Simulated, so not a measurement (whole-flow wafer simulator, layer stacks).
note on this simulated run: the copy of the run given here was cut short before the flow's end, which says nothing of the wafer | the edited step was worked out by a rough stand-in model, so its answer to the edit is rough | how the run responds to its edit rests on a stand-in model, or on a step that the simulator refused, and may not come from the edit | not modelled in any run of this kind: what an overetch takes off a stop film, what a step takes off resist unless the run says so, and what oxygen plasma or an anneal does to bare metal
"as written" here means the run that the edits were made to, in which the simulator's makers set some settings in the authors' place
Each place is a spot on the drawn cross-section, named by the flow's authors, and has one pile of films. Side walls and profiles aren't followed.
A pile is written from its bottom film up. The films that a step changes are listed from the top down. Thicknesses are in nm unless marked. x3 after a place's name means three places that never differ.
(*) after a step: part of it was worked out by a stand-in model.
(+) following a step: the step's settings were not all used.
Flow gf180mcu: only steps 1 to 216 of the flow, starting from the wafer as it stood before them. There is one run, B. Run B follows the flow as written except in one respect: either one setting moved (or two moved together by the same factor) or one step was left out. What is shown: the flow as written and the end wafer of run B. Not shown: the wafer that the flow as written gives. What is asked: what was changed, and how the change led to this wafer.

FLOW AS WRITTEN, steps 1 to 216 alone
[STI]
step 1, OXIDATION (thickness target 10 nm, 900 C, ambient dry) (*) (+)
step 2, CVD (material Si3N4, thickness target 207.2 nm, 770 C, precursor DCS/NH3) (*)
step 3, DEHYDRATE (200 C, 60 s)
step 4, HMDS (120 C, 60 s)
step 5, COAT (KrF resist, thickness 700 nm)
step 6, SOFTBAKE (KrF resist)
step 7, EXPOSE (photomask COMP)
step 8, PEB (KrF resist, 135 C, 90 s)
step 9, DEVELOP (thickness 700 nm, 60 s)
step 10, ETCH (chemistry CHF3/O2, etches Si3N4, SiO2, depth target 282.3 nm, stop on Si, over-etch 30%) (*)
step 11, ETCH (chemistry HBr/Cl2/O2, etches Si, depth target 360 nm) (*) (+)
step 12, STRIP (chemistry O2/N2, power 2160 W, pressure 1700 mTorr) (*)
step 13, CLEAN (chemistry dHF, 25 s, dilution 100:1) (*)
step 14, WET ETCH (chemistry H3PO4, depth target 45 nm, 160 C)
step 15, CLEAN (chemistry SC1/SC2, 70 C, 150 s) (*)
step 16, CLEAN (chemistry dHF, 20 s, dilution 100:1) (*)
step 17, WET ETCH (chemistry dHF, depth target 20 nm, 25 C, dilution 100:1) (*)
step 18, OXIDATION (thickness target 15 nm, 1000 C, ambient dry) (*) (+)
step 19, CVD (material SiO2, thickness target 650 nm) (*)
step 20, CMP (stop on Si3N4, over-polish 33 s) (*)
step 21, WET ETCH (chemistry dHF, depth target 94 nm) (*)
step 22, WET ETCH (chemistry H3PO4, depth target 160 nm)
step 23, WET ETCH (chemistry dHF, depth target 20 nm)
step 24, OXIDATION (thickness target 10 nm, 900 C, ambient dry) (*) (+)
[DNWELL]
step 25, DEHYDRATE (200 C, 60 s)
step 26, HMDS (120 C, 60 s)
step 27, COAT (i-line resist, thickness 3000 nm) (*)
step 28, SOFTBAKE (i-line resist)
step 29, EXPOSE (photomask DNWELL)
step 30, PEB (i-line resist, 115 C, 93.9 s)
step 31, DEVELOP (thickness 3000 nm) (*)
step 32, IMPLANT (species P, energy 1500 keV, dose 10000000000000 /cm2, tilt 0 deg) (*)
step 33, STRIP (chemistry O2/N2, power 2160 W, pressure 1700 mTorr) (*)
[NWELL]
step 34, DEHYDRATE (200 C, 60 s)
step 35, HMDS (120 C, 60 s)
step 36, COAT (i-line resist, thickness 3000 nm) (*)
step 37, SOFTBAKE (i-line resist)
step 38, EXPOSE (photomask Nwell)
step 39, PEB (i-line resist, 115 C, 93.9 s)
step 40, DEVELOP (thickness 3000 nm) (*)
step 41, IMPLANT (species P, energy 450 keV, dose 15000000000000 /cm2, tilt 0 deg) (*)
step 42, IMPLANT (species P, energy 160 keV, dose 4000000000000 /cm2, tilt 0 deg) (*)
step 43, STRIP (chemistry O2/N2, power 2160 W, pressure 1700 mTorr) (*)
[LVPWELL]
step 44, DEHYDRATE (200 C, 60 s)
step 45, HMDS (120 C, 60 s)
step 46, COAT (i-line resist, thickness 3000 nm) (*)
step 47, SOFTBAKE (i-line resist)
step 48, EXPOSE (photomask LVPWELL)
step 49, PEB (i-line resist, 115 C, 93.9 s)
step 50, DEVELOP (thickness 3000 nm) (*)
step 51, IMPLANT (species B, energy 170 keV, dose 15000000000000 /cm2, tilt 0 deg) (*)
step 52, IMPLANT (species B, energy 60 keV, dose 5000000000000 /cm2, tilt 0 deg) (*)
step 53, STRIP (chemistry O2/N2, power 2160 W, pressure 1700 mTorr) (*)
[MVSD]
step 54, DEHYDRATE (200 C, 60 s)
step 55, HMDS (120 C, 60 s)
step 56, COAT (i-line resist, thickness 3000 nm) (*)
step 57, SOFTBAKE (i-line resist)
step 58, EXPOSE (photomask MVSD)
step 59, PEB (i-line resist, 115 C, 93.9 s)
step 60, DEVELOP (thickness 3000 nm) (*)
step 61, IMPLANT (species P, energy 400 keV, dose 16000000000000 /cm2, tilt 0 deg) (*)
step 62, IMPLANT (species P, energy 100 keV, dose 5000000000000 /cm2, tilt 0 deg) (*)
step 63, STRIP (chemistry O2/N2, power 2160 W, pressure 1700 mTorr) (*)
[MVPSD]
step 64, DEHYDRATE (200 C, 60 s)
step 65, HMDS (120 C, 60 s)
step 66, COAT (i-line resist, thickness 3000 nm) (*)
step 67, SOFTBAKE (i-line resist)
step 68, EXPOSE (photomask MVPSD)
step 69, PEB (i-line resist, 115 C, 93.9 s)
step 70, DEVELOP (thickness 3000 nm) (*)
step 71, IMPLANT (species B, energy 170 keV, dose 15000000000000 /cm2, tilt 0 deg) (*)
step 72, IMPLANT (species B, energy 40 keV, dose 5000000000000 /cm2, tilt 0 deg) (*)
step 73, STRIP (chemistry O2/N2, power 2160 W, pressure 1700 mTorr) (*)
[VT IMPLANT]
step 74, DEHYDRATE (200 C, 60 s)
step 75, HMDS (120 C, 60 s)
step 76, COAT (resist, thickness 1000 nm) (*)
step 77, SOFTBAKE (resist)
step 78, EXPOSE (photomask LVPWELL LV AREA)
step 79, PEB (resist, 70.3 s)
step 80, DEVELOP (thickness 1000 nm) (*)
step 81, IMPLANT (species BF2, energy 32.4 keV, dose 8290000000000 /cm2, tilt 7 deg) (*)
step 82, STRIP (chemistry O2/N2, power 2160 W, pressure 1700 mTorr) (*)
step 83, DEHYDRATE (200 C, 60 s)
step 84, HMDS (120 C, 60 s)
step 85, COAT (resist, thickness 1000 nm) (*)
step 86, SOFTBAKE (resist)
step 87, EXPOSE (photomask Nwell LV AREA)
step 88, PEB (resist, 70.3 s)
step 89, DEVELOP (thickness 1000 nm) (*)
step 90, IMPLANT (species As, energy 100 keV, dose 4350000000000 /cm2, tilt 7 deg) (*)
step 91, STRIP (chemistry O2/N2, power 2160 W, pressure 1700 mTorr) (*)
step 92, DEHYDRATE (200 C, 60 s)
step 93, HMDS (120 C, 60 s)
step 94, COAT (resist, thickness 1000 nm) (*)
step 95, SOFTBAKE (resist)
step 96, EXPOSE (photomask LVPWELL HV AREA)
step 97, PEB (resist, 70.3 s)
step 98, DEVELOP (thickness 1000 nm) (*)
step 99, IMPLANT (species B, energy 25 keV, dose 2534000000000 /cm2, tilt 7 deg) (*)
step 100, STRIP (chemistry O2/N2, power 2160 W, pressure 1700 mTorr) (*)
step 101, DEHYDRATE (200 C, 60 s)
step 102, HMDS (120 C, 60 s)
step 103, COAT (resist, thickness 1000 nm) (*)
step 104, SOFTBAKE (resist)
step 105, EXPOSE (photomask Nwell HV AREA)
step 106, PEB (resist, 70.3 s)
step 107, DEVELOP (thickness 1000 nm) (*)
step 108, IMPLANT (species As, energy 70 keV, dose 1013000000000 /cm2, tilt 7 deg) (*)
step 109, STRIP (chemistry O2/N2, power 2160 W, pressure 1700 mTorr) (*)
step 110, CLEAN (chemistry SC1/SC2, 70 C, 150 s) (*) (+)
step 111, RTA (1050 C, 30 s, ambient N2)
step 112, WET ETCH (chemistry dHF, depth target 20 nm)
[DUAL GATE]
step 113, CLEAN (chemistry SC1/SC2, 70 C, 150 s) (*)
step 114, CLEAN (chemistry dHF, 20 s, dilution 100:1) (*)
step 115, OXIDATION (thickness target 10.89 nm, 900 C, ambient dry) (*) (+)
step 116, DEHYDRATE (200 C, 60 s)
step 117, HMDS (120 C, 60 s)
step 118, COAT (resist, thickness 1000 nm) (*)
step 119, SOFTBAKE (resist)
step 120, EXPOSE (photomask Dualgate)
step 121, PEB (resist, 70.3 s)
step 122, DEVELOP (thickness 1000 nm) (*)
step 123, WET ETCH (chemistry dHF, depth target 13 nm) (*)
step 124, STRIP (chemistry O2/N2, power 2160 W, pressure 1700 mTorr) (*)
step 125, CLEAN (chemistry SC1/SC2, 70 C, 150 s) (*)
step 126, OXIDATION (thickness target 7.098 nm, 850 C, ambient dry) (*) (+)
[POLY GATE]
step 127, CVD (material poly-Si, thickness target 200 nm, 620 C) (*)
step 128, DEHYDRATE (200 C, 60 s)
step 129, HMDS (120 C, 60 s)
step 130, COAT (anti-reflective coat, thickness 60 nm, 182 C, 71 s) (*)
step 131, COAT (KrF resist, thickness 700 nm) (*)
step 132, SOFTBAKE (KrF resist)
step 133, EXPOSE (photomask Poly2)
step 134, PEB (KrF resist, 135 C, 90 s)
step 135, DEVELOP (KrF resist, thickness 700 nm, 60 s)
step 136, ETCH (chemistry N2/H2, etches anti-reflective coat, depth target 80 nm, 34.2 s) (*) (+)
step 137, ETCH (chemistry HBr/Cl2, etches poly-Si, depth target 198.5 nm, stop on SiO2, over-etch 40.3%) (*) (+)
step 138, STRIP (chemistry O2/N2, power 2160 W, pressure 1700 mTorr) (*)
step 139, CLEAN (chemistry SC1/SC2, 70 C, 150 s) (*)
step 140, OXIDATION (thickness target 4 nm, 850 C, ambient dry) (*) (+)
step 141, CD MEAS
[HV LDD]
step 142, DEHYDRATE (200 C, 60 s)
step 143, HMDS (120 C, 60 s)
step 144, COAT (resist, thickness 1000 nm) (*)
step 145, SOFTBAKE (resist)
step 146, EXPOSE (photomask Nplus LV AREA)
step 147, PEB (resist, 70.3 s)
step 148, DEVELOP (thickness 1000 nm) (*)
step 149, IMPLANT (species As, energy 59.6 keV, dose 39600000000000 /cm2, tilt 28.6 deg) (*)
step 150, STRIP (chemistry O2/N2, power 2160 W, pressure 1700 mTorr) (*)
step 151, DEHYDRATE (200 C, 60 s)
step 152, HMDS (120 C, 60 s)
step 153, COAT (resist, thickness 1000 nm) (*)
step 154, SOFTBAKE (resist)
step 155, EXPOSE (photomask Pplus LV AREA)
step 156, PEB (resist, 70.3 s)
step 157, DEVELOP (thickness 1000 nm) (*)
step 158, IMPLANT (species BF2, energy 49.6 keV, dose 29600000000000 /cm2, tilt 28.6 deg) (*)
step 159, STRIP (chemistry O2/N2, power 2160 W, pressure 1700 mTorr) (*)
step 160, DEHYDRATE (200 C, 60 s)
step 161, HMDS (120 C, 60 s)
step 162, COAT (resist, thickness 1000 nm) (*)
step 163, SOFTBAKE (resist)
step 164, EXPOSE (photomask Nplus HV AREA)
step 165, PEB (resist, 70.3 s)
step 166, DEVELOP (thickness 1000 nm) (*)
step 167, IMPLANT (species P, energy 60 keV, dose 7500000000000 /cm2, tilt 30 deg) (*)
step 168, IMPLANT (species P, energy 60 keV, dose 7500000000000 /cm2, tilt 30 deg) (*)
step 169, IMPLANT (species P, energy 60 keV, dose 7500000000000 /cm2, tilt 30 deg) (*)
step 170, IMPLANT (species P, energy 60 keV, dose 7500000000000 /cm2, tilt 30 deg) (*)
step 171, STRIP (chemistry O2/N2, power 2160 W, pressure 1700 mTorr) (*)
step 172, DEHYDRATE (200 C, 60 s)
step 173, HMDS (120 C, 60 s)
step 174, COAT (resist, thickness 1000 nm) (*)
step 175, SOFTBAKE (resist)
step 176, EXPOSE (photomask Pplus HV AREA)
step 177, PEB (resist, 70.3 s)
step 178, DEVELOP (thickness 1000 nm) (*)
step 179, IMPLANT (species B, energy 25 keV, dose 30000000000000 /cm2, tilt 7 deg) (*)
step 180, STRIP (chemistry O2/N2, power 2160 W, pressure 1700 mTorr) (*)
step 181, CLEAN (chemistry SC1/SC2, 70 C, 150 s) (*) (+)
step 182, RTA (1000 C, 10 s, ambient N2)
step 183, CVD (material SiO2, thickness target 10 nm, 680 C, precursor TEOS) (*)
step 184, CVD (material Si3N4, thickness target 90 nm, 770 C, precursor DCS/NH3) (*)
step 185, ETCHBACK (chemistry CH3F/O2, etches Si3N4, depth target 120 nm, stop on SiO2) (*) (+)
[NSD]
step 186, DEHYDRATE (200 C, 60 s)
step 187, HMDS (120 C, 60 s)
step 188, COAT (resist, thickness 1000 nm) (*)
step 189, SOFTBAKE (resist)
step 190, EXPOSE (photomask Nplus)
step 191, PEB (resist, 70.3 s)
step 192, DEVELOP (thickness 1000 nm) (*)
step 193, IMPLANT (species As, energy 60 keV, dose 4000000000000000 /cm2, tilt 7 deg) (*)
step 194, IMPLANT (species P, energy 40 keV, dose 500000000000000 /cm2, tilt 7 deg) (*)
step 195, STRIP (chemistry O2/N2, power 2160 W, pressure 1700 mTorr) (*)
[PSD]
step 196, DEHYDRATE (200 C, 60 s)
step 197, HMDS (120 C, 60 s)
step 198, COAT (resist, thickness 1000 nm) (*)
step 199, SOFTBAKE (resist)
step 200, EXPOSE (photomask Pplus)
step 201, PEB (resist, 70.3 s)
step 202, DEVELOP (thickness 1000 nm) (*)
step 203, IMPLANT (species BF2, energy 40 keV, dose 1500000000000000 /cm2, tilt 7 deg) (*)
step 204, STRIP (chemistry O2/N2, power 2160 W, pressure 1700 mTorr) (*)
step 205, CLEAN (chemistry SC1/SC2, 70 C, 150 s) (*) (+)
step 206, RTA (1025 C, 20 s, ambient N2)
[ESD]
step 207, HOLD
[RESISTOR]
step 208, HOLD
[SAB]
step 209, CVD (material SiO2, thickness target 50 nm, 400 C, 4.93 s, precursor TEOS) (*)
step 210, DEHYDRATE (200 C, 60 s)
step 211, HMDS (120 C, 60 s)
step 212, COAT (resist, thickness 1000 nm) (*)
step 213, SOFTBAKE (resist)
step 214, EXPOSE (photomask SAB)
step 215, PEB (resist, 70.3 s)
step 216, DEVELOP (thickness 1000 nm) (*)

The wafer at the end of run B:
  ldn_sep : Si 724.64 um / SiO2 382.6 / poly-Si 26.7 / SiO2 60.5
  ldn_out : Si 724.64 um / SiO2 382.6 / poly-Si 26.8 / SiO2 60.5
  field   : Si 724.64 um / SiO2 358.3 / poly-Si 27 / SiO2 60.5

The reason: step 137, ETCH: depth target 121.1 nm was run, while the flow as written has depth target 198.5 nm.

Step by step, how the change led to this:
  step 137, ETCH (chemistry HBr/Cl2, etches poly-Si, depth target 198.5 nm, stop on SiO2, over-etch 40.3%) (*) (+)
      field__w3, field__w12, field_sub and 14 more: -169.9 poly-Si (in the flow as written it would be: -199 poly-Si (all of it), -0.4 SiO2)
      field__w6, sti, m1 and 11 more: -169.9 poly-Si (in the flow as written it would be: -198.8 poly-Si (all of it), -0.4 SiO2)
      (and at 61 other places as well)
  step 138, STRIP (chemistry O2/N2, power 2160 W, pressure 1700 mTorr) (*)
      field, field__w1, field__w2 and 61 more: +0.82 chemical SiO2 (new film), -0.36 poly-Si (in the flow as written it would be: nothing)
      gate: +0.67 chemical SiO2 (new film), -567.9 KrF resist (all of it), -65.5 anti-reflective coat (all of it), -0.3 poly-Si (in the flow as written it would be: +0.68 chemical SiO2 (new film), -531.7 KrF resist (all of it), -65.5 anti-reflective coat (all of it), -0.3 poly-Si)
      (and at 27 other places as well)
  step 139, CLEAN (chemistry SC1/SC2, 70 C, 150 s) (*)
      field, field__w1, field__w2 and 34 more: -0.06 chemical SiO2, -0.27 poly-Si (in the flow as written it would be: -0.68 SiO2)
  step 140, OXIDATION (thickness target 4 nm, 850 C, ambient dry) (*) (+)
      field, field__w1, field__w2 and 21 more: +4 SiO2 (new film), -0.76 chemical SiO2 (all of it), -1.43 poly-Si (in the flow as written it would be: +0.15 SiO2, -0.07 Si)
      active_hv, active_nat, ld_sd_n and 11 more: +4 SiO2 (new film), -0.76 chemical SiO2 (all of it), -1.43 poly-Si (in the flow as written it would be: +0.96 SiO2, -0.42 Si)
      (and at 26 other places as well)
  step 144, COAT (resist, thickness 1000 nm) (*)
      gate: +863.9 resist (new film) (in the flow as written it would be: +837.3 resist (new film))
      gate_hv: +869.3 resist (new film) (in the flow as written it would be: +845.4 resist (new film))
      (and at 26 other places as well)
  step 145, SOFTBAKE (resist)
      nw_enc_fld_lv__w3: -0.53 resist (in the flow as written it would be: +2.63 resist)
      field__w1: +3.4 resist (in the flow as written it would be: +4.19 resist)
      (and at 55 other places as well)
  step 147, PEB (resist, 70.3 s)
      polyc_n, polyc_p: -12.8 resist (in the flow as written it would be: -12.2 resist)
  step 148, DEVELOP (thickness 1000 nm) (*)
      gate: -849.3 resist (all of it) (in the flow as written it would be: -822.7 resist (all of it))
      npoly_u: -847.1 resist (all of it) (in the flow as written it would be: -821.5 resist (all of it))
      (and at 3 other places as well)
  step 150, STRIP (chemistry O2/N2, power 2160 W, pressure 1700 mTorr) (*)
      gate_hv: -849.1 resist (all of it) (in the flow as written it would be: -824.2 resist (all of it))
      gate_p: -854.3 resist (all of it) (in the flow as written it would be: -828.7 resist (all of it))
      (and at 21 other places as well)
  step 153, COAT (resist, thickness 1000 nm) (*)
      gate: +863.9 resist (new film) (in the flow as written it would be: +837.3 resist (new film))
      gate_hv: +869.3 resist (new film) (in the flow as written it would be: +845.4 resist (new film))
      (and at 26 other places as well)
  step 154, SOFTBAKE (resist)
      nw_enc_fld_lv__w3: -0.53 resist (in the flow as written it would be: +2.63 resist)
      field__w1: +3.4 resist (in the flow as written it would be: +4.19 resist)
      (and at 55 other places as well)
  step 156, PEB (resist, 70.3 s)
      polyc_n, polyc_p: -12.8 resist (in the flow as written it would be: -12.2 resist)
  step 157, DEVELOP (thickness 1000 nm) (*)
      gate_p: -854.3 resist (all of it) (in the flow as written it would be: -828.7 resist (all of it))
      ppoly_u: -851.7 resist (all of it) (in the flow as written it would be: -827 resist (all of it))
      (and at 3 other places as well)
  step 159, STRIP (chemistry O2/N2, power 2160 W, pressure 1700 mTorr) (*)
      gate: -849.3 resist (all of it) (in the flow as written it would be: -822.7 resist (all of it))
      gate_hv: -849.1 resist (all of it) (in the flow as written it would be: -824.2 resist (all of it))
      (and at 21 other places as well)
  step 162, COAT (resist, thickness 1000 nm) (*)
      gate: +863.9 resist (new film) (in the flow as written it would be: +837.3 resist (new film))
      gate_hv: +869.3 resist (new film) (in the flow as written it would be: +845.4 resist (new film))
      (and at 26 other places as well)
  step 163, SOFTBAKE (resist)
      nw_enc_fld_lv__w3: -0.53 resist (in the flow as written it would be: +2.63 resist)
      field__w1: +3.4 resist (in the flow as written it would be: +4.19 resist)
      (and at 55 other places as well)
  ... another 21 steps ...
  step 216, DEVELOP (thickness 1000 nm) (*)
      gate: -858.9 resist (all of it) (in the flow as written it would be: -834.3 resist (all of it))
      gate_hv: -859 resist (all of it) (in the flow as written it would be: -836.1 resist (all of it))
      (and at 24 other places as well)
